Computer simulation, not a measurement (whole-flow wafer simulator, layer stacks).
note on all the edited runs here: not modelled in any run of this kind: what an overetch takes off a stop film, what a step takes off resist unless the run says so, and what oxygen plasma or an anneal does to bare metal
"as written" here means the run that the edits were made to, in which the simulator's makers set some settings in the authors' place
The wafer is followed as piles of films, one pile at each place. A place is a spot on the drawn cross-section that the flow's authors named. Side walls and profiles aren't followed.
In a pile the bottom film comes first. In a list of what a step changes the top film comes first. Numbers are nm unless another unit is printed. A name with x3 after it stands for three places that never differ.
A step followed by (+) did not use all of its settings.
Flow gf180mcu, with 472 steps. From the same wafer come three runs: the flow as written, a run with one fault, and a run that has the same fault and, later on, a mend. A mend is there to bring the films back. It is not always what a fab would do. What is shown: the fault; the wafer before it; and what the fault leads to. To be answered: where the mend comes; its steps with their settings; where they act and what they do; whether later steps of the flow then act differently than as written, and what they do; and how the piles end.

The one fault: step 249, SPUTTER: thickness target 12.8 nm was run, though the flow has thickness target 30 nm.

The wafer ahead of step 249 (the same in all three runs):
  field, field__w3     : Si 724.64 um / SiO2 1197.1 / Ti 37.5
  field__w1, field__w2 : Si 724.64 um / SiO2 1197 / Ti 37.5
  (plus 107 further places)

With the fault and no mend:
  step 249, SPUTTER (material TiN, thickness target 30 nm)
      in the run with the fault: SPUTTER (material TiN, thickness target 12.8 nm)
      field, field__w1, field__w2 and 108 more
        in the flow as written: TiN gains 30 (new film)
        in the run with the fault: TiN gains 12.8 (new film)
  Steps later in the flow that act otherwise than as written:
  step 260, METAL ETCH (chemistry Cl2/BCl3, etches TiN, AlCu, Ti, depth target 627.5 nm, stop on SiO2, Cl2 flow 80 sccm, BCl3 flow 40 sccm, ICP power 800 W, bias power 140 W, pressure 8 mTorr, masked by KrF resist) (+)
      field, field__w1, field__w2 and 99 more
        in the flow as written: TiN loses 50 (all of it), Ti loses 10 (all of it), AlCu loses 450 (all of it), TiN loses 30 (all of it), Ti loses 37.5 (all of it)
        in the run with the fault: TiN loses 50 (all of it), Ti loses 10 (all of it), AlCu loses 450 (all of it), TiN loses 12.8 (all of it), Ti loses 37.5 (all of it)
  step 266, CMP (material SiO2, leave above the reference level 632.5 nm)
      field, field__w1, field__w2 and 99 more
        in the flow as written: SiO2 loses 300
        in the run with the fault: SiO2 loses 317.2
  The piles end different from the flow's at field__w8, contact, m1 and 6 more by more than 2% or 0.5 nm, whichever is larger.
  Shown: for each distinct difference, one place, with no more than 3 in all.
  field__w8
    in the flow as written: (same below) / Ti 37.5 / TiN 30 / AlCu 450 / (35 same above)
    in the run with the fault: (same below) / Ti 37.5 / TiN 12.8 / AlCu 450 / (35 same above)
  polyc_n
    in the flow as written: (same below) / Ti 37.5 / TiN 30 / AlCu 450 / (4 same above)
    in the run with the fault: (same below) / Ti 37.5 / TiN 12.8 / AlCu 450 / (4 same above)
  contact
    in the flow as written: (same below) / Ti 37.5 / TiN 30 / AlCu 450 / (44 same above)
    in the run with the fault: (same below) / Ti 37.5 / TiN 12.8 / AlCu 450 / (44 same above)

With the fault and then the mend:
  After step 249 comes the mend.
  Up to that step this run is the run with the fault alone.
  step 249a, SPUTTER (material TiN, thickness target 17.2 nm) (the flow's step 249, run once more with other settings)
      field, field__w1, field__w2 and 108 more
        TiN gains 17.2
  None of the later steps of the flow acts differently than as written at any place that is followed.
  At every place that both follow, the piles at the end match the flow's.
